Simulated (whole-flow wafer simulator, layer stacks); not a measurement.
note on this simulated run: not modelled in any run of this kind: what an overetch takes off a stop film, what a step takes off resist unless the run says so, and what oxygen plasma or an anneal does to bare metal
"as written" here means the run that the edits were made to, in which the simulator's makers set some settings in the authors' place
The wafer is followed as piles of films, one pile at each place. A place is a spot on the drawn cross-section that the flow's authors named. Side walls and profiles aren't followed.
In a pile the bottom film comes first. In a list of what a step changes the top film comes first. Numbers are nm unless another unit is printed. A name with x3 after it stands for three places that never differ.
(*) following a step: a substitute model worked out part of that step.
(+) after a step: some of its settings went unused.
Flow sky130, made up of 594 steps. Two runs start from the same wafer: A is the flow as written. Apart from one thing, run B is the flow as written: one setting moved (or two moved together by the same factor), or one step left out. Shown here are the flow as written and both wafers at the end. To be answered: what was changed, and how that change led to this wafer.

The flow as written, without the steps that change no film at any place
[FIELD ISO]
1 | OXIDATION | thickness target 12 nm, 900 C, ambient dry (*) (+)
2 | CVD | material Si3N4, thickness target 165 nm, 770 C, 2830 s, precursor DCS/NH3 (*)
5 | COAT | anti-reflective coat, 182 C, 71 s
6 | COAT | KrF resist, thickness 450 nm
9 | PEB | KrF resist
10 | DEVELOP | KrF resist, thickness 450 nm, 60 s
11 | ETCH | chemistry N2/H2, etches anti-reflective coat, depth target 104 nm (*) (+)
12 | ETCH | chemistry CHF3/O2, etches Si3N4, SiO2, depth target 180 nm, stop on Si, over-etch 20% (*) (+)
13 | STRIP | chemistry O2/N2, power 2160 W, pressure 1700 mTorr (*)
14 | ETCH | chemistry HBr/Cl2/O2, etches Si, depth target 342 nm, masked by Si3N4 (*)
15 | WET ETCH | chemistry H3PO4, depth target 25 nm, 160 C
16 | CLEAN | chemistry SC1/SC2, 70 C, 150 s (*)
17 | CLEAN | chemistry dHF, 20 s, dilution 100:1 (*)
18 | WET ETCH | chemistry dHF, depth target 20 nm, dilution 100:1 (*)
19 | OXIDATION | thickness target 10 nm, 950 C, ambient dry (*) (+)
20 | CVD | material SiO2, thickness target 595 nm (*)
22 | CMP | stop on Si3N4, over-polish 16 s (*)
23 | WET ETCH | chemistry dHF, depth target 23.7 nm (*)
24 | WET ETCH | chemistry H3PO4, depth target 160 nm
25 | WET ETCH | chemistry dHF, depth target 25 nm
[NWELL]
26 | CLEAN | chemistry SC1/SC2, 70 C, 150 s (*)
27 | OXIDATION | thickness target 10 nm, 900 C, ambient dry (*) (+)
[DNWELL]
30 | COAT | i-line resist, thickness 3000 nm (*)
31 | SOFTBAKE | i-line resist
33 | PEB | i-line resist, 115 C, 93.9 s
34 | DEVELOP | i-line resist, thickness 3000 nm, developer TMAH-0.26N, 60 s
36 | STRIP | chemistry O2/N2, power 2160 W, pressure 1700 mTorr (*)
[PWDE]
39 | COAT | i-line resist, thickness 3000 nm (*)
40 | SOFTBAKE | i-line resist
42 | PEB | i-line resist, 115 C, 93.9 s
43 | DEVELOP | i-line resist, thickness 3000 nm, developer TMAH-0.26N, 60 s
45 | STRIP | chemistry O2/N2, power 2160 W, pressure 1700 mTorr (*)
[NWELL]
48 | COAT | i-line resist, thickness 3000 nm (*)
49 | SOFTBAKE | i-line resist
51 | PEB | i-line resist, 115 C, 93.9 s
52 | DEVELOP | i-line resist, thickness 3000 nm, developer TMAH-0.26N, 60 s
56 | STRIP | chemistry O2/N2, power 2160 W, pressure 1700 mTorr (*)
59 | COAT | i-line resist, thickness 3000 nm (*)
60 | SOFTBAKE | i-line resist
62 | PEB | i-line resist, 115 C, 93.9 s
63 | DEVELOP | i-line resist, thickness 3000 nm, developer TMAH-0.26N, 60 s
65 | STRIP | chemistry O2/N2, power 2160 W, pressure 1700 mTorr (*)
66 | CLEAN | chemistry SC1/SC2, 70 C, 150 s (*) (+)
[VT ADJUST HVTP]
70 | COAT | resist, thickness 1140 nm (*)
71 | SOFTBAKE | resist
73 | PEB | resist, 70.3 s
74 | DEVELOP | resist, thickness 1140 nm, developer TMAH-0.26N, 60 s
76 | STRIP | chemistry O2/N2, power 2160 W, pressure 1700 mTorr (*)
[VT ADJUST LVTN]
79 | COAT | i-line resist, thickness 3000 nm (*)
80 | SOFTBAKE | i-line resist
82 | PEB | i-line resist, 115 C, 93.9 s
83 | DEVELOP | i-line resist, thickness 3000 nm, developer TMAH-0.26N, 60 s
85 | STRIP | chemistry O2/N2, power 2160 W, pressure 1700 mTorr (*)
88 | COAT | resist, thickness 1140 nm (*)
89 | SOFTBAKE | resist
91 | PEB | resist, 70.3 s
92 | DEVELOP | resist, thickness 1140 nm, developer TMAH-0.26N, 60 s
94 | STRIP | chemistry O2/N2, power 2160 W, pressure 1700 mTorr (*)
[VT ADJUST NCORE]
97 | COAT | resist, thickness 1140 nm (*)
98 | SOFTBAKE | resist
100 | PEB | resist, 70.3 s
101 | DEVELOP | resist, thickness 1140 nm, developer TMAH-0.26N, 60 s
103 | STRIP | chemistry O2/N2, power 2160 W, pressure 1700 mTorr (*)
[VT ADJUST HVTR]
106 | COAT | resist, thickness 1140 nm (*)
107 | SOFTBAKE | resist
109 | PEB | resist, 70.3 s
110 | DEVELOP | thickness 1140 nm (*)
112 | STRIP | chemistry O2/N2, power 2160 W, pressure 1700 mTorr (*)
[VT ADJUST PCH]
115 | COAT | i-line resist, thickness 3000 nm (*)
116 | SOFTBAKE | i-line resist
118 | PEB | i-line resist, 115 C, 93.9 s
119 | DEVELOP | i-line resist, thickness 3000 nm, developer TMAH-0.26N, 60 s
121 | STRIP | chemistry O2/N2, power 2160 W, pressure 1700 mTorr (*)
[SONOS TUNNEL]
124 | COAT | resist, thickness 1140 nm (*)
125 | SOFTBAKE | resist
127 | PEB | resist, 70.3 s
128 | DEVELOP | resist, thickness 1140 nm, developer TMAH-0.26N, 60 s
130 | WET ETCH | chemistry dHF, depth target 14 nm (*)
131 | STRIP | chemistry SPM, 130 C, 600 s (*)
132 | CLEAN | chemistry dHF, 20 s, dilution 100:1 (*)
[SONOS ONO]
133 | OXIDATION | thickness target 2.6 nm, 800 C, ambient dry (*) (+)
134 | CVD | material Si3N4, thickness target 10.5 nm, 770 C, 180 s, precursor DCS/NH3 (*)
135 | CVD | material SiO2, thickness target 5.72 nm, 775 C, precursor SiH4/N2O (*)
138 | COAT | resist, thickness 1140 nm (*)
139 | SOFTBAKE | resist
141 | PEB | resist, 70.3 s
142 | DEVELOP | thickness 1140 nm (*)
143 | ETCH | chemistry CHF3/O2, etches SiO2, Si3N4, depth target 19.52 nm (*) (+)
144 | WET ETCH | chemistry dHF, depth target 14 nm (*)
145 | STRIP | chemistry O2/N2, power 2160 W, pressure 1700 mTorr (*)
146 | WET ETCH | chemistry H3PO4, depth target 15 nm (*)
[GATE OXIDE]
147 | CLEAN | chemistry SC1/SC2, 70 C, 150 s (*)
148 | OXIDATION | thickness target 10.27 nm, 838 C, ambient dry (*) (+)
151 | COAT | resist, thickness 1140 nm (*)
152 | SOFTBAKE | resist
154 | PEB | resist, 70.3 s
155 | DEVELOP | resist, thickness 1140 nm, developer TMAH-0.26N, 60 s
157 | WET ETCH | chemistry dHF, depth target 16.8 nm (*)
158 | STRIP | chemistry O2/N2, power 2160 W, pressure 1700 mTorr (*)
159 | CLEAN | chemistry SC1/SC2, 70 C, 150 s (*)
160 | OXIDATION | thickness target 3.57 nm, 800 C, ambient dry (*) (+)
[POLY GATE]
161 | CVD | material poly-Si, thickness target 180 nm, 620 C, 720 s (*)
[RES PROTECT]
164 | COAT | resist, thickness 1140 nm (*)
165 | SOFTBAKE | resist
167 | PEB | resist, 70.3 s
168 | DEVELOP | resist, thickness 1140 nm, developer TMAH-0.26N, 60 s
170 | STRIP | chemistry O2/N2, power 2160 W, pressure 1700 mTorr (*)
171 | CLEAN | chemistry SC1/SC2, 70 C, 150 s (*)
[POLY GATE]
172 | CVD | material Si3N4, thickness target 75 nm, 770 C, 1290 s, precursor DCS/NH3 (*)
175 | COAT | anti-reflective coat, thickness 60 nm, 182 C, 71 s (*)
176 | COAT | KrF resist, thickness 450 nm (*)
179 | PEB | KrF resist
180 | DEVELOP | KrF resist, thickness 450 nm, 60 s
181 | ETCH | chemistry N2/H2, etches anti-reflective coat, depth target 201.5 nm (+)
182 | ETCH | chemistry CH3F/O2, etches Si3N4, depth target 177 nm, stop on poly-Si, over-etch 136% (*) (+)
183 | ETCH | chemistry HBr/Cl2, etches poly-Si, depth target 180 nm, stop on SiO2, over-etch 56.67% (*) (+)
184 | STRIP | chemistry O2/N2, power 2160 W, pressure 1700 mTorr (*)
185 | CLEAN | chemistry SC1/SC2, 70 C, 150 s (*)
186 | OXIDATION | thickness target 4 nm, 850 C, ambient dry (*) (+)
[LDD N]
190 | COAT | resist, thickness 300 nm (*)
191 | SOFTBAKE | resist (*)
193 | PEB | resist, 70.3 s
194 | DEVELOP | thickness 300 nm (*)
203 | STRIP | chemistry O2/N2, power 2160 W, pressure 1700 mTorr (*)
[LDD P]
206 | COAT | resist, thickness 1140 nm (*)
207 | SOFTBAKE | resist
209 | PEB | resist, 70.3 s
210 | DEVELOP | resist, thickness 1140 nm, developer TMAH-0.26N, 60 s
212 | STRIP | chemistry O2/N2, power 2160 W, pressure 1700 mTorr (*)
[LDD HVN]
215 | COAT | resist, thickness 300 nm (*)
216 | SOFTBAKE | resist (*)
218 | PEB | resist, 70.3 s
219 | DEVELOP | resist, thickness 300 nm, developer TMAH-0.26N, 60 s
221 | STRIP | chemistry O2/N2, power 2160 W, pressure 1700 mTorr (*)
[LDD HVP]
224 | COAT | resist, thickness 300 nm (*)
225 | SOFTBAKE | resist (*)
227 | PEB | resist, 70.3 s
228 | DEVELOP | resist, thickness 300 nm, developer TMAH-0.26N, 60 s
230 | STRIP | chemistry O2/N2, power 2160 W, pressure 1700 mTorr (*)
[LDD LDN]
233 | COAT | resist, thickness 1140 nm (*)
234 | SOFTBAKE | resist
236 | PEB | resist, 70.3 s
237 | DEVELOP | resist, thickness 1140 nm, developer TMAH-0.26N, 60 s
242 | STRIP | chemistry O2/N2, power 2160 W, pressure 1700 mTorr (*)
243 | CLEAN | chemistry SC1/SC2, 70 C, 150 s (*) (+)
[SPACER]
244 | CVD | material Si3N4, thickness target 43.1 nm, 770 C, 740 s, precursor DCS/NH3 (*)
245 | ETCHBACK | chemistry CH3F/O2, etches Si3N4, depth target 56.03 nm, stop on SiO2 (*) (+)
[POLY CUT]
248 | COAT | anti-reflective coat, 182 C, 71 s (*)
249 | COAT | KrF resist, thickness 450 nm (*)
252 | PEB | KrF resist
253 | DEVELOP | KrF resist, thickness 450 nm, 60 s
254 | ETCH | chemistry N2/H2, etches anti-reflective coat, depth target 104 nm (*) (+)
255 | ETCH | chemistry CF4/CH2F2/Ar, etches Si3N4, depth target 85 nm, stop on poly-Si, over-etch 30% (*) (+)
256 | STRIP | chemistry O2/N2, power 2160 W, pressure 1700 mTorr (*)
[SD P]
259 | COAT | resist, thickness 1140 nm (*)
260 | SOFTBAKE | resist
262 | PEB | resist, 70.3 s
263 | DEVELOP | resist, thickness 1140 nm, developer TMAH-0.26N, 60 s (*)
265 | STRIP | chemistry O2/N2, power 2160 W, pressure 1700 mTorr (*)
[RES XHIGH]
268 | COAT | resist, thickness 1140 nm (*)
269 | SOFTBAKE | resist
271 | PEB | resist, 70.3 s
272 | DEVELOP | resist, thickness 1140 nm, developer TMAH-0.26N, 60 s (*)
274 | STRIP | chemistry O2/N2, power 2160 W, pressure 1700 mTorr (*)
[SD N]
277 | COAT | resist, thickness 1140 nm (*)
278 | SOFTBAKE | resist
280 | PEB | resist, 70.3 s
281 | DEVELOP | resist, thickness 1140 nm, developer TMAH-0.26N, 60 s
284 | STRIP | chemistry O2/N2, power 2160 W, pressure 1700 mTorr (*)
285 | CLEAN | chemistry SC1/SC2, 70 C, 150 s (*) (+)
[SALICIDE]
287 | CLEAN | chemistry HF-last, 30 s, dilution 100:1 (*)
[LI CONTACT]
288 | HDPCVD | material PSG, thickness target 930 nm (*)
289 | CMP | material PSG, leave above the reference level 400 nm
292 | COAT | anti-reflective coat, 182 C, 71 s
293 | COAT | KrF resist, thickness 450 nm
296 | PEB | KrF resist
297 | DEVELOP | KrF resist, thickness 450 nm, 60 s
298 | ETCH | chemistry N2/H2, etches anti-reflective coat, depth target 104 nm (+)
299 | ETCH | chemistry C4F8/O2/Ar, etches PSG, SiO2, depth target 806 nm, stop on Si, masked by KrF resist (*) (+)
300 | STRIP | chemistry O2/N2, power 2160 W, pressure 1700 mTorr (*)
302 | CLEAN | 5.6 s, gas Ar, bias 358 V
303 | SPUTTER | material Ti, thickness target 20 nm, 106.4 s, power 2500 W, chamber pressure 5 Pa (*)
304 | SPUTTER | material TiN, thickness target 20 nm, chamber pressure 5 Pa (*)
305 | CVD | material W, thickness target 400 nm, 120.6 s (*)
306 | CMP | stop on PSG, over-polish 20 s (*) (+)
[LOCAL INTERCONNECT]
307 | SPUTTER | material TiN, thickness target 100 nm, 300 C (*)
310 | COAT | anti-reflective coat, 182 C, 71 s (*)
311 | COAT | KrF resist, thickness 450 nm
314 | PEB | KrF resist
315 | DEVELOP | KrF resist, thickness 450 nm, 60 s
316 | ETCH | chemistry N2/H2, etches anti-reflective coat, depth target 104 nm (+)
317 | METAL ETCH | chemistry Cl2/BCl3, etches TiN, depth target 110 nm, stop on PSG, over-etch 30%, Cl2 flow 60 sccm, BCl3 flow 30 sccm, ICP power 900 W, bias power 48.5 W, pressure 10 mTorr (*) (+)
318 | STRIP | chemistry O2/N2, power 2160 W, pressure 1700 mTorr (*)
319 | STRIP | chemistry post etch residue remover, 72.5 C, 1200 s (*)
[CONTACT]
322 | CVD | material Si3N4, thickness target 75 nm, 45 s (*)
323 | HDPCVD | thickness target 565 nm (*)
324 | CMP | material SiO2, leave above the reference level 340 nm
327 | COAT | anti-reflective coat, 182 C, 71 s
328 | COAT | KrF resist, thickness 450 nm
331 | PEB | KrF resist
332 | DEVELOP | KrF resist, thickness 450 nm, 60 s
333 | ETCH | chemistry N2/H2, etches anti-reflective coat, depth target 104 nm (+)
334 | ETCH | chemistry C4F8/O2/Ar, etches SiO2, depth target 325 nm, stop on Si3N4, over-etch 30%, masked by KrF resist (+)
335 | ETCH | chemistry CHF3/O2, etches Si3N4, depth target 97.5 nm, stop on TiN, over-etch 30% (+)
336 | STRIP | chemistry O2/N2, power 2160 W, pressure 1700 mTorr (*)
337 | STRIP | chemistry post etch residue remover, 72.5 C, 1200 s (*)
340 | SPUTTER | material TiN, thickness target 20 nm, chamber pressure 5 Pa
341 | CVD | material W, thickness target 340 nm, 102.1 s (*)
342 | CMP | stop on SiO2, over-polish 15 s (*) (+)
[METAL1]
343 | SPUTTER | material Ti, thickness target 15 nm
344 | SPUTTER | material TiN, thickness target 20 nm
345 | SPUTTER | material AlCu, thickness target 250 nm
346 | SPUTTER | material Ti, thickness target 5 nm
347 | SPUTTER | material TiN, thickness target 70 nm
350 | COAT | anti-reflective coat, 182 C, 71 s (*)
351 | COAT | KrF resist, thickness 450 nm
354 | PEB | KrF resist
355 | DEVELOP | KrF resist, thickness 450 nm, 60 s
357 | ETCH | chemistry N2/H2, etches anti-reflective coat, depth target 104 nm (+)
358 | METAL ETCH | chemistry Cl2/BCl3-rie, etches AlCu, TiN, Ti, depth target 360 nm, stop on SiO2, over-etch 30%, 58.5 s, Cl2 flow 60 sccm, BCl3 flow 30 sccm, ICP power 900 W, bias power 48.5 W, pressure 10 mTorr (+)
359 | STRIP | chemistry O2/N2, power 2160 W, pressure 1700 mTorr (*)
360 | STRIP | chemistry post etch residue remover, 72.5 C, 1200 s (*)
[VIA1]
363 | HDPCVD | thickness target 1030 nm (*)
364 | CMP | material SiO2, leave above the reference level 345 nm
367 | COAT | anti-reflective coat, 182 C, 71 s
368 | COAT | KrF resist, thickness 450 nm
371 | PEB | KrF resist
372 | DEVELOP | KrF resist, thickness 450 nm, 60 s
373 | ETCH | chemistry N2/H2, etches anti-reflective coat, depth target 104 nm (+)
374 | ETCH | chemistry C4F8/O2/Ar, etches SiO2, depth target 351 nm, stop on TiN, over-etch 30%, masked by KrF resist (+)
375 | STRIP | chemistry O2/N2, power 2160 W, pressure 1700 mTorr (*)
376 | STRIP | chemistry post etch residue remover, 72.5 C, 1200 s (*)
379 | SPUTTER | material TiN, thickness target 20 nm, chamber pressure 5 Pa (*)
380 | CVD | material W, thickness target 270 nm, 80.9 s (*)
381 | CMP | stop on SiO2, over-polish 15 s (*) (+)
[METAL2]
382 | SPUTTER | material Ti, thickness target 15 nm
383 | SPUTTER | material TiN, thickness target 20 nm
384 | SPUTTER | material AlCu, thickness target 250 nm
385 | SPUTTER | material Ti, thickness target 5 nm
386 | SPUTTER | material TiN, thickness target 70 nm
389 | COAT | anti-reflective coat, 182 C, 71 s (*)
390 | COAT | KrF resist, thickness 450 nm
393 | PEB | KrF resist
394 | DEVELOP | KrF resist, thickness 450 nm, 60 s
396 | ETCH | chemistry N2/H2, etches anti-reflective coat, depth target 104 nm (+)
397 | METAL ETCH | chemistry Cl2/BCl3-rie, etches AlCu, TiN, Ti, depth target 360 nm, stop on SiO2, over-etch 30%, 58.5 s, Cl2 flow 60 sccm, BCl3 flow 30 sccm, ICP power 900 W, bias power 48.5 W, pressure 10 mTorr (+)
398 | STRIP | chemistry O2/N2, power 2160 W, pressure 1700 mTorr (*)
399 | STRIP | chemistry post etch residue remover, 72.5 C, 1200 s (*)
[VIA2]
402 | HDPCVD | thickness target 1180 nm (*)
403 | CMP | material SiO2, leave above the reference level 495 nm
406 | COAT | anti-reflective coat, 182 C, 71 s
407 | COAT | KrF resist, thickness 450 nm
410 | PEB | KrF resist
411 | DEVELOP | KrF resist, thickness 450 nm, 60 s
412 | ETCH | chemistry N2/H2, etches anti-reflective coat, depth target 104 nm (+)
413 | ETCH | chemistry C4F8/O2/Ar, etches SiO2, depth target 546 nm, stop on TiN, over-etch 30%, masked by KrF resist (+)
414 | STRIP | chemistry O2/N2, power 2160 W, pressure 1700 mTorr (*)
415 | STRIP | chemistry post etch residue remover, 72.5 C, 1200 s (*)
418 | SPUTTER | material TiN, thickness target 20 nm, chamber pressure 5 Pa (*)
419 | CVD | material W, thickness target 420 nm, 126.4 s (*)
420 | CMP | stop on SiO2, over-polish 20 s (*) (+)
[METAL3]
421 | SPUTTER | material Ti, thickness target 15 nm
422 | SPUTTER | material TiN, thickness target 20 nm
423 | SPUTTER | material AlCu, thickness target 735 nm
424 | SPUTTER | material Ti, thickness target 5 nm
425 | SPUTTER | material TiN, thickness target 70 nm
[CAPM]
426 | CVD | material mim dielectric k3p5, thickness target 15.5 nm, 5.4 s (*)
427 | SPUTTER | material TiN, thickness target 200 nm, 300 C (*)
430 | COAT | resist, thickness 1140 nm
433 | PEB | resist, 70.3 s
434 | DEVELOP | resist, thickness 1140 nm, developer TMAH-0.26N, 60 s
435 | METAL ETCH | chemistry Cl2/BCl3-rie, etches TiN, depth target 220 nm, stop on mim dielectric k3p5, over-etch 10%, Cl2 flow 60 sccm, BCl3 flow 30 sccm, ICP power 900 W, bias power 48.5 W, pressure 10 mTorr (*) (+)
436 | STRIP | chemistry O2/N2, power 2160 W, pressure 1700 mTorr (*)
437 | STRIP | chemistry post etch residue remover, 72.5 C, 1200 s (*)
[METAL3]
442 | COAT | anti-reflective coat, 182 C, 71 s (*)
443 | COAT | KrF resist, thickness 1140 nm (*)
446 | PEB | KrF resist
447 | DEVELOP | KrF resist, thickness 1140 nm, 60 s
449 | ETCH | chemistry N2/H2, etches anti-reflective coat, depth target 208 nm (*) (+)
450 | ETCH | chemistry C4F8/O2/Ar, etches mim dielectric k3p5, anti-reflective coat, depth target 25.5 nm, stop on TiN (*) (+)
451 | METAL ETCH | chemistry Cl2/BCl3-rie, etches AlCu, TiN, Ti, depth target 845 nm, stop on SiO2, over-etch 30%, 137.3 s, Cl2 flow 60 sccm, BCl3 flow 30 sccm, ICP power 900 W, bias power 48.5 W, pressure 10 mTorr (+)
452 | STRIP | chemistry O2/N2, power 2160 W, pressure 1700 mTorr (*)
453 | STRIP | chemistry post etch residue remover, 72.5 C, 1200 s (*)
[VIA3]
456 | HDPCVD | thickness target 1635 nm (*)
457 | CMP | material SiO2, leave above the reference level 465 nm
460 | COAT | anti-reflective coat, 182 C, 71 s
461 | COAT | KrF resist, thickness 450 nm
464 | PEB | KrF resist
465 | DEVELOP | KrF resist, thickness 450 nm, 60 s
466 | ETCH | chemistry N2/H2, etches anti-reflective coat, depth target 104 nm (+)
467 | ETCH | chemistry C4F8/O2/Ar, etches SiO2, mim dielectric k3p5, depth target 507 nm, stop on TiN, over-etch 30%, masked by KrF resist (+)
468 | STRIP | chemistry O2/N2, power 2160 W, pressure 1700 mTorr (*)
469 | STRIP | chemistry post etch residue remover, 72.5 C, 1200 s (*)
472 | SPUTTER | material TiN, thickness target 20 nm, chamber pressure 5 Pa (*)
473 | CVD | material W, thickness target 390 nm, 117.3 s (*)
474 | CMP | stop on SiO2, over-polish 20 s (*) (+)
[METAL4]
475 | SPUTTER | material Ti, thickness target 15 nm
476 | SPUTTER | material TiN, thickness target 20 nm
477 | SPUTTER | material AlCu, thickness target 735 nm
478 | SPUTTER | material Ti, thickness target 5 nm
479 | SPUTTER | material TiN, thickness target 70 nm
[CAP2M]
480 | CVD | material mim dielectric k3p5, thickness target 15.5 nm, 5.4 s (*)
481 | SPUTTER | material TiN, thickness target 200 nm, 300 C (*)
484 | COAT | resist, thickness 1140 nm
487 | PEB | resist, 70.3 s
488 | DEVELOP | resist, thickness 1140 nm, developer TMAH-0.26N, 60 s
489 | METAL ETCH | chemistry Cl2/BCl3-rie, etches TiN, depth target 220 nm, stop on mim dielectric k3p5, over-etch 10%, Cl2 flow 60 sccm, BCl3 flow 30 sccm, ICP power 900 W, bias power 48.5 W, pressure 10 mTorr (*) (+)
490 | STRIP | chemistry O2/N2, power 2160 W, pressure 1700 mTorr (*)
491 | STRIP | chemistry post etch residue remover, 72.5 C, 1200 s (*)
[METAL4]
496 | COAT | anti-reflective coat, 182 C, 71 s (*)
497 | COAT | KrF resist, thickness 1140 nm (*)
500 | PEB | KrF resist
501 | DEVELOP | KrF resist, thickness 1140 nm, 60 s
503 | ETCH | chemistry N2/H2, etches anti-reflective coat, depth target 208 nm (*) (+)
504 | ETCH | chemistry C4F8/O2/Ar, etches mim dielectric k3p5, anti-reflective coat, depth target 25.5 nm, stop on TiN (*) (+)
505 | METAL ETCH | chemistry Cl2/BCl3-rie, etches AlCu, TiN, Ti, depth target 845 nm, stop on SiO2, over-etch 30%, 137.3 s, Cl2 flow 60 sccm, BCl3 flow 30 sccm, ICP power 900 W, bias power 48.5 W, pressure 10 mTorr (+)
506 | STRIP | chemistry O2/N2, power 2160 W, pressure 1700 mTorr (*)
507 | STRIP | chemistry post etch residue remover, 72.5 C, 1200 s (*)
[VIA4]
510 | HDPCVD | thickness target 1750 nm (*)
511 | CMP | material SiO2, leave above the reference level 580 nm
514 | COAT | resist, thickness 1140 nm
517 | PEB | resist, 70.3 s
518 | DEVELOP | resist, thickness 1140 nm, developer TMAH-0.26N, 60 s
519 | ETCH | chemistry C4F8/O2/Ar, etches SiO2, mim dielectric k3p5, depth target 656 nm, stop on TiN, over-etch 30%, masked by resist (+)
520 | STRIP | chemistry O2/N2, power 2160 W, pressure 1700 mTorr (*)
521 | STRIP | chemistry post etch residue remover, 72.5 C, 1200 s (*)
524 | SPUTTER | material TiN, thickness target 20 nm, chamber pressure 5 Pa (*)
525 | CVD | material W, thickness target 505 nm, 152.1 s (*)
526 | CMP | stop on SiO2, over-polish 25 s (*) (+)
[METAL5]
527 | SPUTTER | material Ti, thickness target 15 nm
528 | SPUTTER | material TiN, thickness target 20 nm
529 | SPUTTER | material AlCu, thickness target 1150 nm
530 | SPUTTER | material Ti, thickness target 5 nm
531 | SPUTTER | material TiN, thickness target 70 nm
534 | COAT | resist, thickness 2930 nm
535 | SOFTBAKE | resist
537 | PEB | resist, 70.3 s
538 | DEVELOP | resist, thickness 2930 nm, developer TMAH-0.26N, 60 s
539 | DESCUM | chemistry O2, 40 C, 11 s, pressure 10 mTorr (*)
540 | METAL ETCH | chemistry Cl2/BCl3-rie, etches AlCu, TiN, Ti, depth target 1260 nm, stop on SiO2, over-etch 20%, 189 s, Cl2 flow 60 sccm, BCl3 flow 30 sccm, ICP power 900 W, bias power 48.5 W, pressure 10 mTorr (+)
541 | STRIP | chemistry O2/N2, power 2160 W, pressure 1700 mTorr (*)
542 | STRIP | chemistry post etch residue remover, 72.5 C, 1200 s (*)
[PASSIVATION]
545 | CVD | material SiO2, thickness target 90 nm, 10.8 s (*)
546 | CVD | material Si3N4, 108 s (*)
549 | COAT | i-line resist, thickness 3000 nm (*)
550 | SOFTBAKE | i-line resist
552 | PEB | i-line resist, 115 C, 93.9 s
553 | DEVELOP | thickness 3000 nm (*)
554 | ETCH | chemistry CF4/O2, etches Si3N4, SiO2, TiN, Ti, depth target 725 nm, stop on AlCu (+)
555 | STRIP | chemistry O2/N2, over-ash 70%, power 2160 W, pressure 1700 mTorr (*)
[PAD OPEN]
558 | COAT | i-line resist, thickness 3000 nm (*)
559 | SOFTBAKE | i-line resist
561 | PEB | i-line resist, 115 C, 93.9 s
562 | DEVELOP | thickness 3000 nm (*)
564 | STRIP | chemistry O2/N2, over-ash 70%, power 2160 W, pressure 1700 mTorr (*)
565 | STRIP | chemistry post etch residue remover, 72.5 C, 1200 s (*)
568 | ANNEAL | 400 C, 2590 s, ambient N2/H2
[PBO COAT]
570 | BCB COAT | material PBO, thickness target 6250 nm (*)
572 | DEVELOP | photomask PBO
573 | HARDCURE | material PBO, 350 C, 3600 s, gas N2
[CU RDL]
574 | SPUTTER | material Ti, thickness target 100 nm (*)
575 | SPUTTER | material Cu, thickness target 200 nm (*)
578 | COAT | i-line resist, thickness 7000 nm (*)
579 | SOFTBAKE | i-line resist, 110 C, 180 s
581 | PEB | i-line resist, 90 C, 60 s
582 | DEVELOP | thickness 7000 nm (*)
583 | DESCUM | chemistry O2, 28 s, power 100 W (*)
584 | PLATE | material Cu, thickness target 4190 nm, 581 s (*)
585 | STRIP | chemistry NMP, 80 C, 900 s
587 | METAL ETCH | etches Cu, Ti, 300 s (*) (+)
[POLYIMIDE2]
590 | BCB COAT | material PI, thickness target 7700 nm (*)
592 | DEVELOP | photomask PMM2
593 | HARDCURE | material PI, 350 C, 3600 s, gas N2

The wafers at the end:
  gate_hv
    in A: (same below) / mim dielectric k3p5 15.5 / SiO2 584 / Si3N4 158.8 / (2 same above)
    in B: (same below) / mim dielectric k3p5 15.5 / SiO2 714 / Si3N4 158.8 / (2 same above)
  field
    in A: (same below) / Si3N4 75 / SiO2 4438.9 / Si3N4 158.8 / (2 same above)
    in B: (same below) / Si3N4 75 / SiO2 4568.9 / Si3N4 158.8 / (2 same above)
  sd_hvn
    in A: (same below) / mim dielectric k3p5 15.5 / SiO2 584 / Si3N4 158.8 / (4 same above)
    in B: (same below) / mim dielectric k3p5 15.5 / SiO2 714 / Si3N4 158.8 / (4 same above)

What caused this: step 511, CMP: leave above the reference level 710 nm was run, while the flow as written has leave above the reference level 580 nm.

The path from the change to this, step by step:
  511 | CMP | material SiO2, leave above the reference level 580 nm
      n_well, p_well, gate_hv and 99 more: A SiO2 loses 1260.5 | B SiO2 loses 1130.5
      field, active, gate and 77 more: A SiO2 loses 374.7 | B SiO2 loses 244.7
      (and at 11 other places as well)
  519 | ETCH | chemistry C4F8/O2/Ar, etches SiO2, mim dielectric k3p5, depth target 656 nm, stop on TiN, over-etch 30%, masked by resist (+)
      m1: A SiO2 loses 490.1 (all of it), mim dielectric k3p5 loses 15.5 (all of it) | B SiO2 loses 620.1 (all of it), mim dielectric k3p5 loses 15.5 (all of it)
      via4_hole: A SiO2 loses 489.5 (all of it), mim dielectric k3p5 loses 15.5 (all of it) | B SiO2 loses 619.5 (all of it), mim dielectric k3p5 loses 15.5 (all of it)
  524 | SPUTTER | material TiN, thickness target 20 nm, chamber pressure 5 Pa (*)
      m1, via4_hole: A TiN gains 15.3 | B TiN gains 14.5
  525 | CVD | material W, thickness target 505 nm, 152.1 s (*)
      m1: A W gains 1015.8 (new film) | B W gains 1146.6 (new film)
      via4_hole: A W gains 1015.2 (new film) | B W gains 1146 (new film)
